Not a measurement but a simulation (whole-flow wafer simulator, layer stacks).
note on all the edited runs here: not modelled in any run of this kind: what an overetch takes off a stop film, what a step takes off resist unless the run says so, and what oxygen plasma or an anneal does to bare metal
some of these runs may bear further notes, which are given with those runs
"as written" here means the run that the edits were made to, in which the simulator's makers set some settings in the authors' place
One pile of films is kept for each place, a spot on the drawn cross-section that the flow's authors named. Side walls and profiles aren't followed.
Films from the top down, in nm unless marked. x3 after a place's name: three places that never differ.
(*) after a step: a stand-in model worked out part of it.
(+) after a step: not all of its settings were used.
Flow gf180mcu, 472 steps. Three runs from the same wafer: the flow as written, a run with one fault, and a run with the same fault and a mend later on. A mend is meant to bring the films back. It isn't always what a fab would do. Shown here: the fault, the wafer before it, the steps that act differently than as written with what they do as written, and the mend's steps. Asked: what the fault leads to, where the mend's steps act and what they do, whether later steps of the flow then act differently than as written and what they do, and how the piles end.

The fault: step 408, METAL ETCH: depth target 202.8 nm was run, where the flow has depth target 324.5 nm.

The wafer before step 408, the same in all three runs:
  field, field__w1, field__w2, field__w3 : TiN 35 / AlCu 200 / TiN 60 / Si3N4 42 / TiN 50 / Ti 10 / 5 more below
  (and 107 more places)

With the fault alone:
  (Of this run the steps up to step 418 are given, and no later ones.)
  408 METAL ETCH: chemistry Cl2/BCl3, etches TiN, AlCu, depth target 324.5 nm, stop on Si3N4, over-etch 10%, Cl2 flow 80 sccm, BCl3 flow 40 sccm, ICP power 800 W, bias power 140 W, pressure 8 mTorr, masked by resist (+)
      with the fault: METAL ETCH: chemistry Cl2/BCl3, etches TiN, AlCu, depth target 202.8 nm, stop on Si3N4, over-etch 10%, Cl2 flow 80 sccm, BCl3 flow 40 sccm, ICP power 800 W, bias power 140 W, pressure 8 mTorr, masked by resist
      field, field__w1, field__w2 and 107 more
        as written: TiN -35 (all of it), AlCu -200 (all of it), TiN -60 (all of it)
        with the fault: TiN -35 (all of it), AlCu -167.8
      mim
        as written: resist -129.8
        with the fault: resist -81.1
  Later steps of the flow that act differently than as written (1 more step differs only slightly, by at most 2% or 0.5 nm, whichever is larger, and isn't shown):
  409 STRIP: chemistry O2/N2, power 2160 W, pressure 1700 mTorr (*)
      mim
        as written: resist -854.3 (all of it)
        with the fault: resist -903 (all of it)
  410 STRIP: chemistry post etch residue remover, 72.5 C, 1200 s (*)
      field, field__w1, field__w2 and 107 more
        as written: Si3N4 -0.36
        with the fault: AlCu -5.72
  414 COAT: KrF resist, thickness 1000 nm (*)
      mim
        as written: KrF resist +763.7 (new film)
        with the fault: KrF resist +830.9 (new film)
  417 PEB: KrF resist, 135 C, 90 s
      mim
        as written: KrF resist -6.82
        with the fault: KrF resist -7.88
  After step 418 the piles differ from the flow's by more than 2% or 0.5 nm, whichever is larger, at field, field__w1, field__w2 and 109 more.
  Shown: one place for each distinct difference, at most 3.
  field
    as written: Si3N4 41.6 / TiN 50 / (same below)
    with the fault: AlCu 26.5 / TiN 60 / Si3N4 42 / TiN 50 / (same below)
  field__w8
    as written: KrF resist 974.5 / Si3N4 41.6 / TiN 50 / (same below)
    with the fault: KrF resist 974.5 / AlCu 26.5 / TiN 60 / Si3N4 42 / TiN 50 / (same below)
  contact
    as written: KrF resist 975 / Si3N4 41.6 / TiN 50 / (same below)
    with the fault: KrF resist 974.8 / AlCu 26.5 / TiN 60 / Si3N4 42 / TiN 50 / (same below)

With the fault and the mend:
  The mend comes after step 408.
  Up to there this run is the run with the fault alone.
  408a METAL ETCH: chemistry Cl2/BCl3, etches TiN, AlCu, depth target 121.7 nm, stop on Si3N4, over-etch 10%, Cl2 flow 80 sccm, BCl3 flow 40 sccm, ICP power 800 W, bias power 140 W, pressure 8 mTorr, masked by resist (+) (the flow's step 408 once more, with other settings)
      field, field__w1, field__w2 and 107 more
        AlCu -32.2 (all of it), TiN -60 (all of it)
      mim
        resist -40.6
  No later step of the flow acts differently than as written, at any place that is followed, by more than 2% or 0.5 nm, whichever is larger.
  At the end the piles are the same as the flow's at every place that both follow.
